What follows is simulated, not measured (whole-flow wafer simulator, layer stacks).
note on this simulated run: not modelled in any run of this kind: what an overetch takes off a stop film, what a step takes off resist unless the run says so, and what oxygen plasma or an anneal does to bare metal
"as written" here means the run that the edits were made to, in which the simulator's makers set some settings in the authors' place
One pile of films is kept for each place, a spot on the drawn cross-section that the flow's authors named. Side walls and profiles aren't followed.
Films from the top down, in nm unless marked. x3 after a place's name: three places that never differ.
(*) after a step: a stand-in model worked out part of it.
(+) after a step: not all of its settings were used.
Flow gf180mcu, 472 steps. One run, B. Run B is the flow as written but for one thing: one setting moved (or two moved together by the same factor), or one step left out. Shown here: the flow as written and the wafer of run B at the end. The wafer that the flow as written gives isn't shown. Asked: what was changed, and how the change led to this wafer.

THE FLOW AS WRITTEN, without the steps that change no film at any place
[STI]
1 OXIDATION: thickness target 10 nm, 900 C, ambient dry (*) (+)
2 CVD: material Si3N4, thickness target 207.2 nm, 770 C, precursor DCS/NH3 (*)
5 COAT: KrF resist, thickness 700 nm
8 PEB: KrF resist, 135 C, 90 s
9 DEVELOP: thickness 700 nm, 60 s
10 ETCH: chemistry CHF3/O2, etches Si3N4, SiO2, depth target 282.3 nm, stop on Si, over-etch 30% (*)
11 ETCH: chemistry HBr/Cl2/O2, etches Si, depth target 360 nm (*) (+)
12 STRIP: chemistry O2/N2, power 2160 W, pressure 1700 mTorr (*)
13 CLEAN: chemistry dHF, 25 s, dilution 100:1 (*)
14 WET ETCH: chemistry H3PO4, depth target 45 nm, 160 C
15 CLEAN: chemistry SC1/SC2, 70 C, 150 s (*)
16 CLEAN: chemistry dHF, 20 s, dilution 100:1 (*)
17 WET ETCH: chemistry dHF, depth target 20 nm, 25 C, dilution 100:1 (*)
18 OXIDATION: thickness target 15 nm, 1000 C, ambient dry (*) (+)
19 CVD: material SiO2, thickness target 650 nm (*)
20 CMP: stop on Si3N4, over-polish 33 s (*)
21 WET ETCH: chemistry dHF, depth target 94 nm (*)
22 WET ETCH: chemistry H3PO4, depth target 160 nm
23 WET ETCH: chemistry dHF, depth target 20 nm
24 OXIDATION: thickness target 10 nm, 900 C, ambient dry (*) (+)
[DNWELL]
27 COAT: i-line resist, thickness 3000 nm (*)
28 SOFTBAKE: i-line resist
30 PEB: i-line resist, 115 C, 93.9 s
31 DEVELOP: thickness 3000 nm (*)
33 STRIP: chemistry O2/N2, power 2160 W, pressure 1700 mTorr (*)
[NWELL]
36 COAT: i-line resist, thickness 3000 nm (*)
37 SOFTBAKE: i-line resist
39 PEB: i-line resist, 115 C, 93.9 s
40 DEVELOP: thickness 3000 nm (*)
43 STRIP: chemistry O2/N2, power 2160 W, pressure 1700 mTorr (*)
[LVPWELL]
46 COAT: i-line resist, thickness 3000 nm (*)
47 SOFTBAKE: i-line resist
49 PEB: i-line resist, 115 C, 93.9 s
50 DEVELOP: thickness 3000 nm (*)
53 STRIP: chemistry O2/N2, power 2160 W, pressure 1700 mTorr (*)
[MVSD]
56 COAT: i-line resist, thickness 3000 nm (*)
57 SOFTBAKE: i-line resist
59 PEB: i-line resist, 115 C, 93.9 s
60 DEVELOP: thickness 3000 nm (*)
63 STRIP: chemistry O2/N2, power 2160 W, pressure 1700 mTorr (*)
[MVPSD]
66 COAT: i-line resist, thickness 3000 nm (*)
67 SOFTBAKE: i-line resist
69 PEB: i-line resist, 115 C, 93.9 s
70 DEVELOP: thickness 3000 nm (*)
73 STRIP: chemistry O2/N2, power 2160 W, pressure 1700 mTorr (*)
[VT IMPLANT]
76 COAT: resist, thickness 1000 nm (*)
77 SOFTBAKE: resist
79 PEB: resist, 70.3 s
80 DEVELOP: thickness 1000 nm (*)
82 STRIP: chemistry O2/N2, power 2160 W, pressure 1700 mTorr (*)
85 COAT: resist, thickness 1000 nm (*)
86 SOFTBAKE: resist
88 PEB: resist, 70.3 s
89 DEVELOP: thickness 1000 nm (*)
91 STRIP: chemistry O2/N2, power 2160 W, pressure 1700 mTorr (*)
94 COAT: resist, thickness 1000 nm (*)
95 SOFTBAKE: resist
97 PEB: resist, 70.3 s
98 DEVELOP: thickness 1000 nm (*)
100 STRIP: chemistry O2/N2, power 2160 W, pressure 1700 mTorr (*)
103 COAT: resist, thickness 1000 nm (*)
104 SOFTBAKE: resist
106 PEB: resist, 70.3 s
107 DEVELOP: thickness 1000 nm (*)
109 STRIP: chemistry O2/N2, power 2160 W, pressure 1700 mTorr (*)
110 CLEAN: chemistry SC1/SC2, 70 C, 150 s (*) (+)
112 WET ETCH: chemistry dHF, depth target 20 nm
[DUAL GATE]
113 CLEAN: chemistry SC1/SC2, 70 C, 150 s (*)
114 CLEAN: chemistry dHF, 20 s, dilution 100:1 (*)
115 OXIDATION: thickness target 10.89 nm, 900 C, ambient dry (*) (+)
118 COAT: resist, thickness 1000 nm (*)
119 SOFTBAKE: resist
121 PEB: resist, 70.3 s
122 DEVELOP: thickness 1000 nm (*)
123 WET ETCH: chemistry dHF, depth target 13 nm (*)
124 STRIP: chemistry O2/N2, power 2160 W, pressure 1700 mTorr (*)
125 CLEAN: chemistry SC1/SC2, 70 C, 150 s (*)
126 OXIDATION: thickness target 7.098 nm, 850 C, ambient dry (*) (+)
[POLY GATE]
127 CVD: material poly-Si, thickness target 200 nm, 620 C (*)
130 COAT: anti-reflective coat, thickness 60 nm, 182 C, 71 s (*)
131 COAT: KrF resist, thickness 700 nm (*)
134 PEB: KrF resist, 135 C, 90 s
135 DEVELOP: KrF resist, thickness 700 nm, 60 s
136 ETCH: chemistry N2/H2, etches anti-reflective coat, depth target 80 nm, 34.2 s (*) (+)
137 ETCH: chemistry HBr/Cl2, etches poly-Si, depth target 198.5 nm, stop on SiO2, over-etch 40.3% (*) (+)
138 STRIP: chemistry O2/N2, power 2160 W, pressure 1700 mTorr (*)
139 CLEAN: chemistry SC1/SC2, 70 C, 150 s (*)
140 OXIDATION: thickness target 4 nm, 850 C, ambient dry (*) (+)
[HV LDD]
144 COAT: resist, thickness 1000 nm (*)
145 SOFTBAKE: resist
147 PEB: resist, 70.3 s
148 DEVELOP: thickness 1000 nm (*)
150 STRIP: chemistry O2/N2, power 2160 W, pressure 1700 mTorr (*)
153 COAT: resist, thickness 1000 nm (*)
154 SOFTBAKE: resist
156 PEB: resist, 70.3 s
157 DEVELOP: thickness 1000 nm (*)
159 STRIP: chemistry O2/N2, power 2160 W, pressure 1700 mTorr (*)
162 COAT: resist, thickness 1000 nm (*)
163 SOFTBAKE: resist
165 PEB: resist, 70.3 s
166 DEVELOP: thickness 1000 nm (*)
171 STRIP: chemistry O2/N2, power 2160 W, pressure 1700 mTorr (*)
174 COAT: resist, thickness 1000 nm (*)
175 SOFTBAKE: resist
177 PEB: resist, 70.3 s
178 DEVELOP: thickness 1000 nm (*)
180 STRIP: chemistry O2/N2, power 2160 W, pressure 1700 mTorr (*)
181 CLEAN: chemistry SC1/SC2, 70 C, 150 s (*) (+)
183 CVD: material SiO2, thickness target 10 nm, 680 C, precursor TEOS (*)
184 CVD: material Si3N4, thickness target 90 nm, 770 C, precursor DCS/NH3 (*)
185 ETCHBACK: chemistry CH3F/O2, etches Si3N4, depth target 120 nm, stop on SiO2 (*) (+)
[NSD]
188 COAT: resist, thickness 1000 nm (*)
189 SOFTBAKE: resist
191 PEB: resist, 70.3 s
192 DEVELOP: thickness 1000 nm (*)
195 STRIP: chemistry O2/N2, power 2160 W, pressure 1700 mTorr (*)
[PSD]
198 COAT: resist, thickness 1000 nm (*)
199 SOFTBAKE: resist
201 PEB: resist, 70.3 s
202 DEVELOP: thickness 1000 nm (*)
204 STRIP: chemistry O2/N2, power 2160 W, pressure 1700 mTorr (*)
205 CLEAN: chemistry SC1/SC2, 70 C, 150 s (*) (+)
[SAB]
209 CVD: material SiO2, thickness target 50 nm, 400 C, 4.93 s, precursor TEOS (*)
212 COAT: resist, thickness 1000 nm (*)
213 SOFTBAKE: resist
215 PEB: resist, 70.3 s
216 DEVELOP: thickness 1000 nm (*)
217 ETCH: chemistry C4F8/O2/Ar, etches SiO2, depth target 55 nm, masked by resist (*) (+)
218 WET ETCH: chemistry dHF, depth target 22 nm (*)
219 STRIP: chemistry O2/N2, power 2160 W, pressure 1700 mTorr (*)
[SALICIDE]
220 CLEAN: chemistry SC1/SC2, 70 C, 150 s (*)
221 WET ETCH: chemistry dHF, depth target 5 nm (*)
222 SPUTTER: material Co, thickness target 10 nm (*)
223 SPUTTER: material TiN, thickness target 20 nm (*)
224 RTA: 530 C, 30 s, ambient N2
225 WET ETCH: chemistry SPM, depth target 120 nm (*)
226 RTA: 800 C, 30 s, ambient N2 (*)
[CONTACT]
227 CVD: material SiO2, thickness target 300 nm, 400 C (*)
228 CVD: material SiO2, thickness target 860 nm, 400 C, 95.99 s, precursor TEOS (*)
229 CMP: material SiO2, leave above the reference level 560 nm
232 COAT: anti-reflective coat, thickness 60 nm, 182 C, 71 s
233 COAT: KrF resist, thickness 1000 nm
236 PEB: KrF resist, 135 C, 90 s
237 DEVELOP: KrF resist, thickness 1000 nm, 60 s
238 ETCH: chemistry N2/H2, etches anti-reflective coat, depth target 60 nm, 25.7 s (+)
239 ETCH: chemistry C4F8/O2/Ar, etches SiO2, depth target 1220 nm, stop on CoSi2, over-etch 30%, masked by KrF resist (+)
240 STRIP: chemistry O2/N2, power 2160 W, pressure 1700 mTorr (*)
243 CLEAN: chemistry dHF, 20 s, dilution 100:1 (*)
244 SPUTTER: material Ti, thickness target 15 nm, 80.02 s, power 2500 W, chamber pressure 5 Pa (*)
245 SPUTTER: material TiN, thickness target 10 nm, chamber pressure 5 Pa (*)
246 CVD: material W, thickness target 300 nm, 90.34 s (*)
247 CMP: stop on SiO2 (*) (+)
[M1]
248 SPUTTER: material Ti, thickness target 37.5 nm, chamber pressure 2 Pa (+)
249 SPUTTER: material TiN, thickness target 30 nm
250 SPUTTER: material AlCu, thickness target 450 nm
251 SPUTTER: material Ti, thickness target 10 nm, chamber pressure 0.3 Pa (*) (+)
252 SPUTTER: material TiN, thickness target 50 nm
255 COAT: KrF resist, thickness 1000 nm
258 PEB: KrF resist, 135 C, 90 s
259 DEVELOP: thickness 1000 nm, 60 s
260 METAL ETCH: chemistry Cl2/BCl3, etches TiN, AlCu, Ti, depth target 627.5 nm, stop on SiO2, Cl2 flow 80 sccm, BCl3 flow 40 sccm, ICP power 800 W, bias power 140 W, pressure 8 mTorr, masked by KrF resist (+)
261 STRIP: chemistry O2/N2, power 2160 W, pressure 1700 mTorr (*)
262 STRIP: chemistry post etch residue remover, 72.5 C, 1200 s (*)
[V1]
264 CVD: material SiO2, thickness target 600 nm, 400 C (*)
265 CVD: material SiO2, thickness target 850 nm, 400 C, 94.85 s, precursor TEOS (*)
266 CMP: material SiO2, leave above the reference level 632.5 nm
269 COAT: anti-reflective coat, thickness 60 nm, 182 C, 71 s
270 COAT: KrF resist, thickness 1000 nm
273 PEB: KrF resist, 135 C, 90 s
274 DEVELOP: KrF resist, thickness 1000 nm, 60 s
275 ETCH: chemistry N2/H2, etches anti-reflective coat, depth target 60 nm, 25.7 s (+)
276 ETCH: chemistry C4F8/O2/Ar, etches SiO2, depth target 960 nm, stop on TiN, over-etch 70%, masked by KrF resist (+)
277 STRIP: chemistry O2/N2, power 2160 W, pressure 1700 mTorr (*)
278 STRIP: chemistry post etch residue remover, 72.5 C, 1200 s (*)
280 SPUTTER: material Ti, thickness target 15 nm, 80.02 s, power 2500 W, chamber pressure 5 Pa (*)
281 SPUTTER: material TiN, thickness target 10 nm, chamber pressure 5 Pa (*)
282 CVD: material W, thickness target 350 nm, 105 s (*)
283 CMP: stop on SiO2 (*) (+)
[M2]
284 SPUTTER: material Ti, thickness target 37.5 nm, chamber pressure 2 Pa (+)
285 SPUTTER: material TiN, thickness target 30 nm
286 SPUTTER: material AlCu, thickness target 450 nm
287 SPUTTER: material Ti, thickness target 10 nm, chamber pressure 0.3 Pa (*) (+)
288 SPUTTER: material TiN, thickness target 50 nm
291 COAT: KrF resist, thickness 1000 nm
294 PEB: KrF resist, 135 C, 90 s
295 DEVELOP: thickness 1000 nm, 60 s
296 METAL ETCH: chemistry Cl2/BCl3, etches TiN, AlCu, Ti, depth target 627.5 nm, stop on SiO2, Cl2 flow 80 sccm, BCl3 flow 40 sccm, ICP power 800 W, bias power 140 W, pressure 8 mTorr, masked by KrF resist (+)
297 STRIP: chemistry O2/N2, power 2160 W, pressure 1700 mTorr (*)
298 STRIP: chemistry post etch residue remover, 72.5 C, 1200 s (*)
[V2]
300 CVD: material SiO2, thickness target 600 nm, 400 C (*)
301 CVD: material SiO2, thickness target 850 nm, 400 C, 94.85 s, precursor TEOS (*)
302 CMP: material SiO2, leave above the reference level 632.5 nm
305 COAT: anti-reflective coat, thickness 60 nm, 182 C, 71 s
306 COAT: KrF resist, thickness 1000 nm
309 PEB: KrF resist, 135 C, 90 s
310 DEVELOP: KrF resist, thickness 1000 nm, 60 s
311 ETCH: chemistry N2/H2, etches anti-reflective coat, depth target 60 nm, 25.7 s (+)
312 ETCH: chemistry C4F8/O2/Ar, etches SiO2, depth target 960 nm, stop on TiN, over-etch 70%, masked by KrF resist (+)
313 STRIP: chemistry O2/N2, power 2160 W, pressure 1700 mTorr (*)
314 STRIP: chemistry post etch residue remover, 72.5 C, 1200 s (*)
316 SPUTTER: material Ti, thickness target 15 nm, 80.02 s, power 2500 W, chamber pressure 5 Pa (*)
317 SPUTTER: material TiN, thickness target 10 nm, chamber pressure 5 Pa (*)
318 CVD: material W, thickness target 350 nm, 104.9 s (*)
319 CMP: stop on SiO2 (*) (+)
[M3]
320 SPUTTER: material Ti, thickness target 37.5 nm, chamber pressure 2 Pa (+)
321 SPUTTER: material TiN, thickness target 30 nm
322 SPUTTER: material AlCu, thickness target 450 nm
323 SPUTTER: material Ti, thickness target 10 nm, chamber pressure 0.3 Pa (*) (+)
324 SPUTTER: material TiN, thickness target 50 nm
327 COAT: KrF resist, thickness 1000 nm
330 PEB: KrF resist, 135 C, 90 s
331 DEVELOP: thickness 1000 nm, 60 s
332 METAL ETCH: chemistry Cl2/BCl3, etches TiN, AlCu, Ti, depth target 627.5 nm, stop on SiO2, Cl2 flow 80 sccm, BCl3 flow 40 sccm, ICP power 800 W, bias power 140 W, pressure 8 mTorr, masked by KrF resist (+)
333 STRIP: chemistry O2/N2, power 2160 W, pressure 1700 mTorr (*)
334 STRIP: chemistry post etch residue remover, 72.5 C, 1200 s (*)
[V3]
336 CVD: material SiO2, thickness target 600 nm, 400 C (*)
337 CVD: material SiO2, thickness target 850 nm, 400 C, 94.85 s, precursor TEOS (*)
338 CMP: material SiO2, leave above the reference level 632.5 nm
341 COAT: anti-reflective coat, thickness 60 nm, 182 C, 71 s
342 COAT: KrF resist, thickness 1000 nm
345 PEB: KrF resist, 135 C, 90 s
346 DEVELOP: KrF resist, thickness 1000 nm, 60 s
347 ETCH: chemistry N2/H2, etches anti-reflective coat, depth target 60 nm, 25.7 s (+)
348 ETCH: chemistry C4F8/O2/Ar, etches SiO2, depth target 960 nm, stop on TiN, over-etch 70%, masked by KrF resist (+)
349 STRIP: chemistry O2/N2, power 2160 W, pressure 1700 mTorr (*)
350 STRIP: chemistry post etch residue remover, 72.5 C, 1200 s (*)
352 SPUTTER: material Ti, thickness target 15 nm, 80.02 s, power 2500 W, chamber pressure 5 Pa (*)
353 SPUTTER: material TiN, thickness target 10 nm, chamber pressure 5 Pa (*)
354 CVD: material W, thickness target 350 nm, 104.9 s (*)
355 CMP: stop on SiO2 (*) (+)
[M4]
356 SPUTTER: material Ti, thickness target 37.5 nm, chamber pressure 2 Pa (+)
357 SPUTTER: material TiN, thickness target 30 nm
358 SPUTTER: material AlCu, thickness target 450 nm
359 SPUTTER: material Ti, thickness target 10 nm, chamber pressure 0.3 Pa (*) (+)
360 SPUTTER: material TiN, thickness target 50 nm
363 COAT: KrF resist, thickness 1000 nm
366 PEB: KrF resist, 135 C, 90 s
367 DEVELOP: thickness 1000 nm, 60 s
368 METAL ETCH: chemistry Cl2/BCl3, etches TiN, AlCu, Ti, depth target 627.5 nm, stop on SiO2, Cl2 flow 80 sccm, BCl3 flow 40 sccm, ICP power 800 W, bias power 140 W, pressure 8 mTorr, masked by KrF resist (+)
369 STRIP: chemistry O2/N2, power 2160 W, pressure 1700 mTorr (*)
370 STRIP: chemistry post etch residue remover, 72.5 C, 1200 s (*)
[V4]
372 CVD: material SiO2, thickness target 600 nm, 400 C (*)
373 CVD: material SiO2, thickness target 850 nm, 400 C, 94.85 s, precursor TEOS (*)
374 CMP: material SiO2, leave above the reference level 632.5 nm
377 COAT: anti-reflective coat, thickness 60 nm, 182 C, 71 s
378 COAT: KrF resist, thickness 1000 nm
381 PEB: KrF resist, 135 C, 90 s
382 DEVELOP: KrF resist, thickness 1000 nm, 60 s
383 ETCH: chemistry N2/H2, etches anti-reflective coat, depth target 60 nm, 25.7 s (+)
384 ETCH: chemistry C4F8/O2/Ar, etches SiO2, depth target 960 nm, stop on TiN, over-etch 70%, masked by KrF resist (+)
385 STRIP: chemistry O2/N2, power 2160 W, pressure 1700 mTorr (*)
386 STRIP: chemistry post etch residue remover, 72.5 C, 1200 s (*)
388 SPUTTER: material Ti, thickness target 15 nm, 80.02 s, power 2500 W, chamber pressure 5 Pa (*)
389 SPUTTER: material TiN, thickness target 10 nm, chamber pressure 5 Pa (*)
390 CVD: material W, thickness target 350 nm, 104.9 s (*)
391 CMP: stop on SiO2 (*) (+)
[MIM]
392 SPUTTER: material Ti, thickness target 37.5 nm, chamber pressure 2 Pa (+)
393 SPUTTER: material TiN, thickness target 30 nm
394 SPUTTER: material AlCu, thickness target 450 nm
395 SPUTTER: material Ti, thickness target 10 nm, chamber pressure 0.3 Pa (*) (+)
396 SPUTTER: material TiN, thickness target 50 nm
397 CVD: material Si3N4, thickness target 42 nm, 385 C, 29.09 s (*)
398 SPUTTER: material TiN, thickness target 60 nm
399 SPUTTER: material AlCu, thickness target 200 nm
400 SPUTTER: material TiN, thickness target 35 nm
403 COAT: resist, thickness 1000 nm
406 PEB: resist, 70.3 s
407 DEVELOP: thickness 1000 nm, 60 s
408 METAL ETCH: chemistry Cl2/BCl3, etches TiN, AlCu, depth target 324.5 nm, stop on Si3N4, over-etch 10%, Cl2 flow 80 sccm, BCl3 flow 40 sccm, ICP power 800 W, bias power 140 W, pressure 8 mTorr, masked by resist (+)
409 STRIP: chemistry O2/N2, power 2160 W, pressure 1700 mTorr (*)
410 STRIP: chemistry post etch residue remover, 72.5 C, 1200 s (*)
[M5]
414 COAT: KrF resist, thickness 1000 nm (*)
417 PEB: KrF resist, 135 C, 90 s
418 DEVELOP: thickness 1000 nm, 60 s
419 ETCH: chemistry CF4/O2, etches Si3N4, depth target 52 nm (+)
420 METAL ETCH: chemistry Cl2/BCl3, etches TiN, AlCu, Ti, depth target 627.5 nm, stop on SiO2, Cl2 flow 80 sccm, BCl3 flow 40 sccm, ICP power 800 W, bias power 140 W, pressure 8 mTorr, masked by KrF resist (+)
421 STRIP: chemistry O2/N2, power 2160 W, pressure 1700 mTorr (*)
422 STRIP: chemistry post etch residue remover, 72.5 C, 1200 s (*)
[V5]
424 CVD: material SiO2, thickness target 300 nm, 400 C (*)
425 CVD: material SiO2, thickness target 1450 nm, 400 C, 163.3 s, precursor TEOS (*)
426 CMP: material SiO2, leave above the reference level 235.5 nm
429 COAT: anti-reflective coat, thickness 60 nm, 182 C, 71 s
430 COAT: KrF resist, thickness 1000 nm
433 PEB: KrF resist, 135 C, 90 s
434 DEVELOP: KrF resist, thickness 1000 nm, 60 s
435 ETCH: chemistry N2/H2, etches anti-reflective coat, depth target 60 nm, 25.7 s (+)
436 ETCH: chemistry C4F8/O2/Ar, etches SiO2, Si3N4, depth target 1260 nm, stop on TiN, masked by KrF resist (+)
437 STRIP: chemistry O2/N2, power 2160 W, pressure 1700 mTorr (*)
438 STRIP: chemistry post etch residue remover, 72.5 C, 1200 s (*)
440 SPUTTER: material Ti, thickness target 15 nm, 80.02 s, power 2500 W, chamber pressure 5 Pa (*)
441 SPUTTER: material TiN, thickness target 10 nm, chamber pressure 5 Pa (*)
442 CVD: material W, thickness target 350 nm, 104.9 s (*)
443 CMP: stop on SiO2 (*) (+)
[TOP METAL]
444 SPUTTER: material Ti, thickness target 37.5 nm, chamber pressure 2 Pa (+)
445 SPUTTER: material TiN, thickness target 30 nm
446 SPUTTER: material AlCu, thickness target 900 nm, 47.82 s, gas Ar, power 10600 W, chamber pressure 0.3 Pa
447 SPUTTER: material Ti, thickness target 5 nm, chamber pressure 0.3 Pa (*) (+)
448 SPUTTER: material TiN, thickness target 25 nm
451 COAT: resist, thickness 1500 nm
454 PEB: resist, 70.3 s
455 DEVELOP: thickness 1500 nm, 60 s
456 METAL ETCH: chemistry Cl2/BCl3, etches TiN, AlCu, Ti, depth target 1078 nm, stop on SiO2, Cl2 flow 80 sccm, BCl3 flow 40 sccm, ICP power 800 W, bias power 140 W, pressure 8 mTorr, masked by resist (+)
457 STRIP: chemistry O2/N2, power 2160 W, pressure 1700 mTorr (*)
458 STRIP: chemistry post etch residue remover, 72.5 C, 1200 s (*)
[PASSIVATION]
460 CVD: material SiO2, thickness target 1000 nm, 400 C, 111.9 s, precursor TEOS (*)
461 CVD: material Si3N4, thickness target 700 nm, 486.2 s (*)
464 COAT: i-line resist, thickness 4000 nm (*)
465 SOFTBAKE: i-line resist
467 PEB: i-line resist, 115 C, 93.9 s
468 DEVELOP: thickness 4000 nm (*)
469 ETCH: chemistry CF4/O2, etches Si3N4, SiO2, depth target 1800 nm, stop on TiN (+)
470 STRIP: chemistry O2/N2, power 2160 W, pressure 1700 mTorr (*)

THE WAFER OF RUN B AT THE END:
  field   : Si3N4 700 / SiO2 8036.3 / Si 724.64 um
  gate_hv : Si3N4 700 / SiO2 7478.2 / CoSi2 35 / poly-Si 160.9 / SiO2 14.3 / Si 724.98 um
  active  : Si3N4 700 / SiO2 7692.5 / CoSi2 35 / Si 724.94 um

The cause: step 250, SPUTTER: thickness target 259 nm was run, where the flow has thickness target 450 nm.

How the change led to this, step by step:
  250 SPUTTER: material AlCu, thickness target 450 nm
      field, field__w1, field__w2 and 108 more: AlCu +259 (new film) (as written it would be: AlCu +450 (new film))
  260 METAL ETCH: chemistry Cl2/BCl3, etches TiN, AlCu, Ti, depth target 627.5 nm, stop on SiO2, Cl2 flow 80 sccm, BCl3 flow 40 sccm, ICP power 800 W, bias power 140 W, pressure 8 mTorr, masked by KrF resist (+)
      field, field__w1, field__w2 and 99 more: TiN -50 (all of it), Ti -10 (all of it), AlCu -259 (all of it), TiN -30 (all of it), Ti -37.5 (all of it) (as written it would be: TiN -50 (all of it), Ti -10 (all of it), AlCu -450 (all of it), TiN -30 (all of it), Ti -37.5 (all of it))
      field__w8, contact, m1 and 6 more: KrF resist -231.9 (as written it would be: KrF resist -251)
  261 STRIP: chemistry O2/N2, power 2160 W, pressure 1700 mTorr (*)
      field__w8, contact, m1 and 6 more: KrF resist -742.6 (all of it) (as written it would be: KrF resist -723.5 (all of it))
  266 CMP: material SiO2, leave above the reference level 632.5 nm
      field, field__w1, field__w2 and 99 more: SiO2 -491 (as written it would be: SiO2 -300)
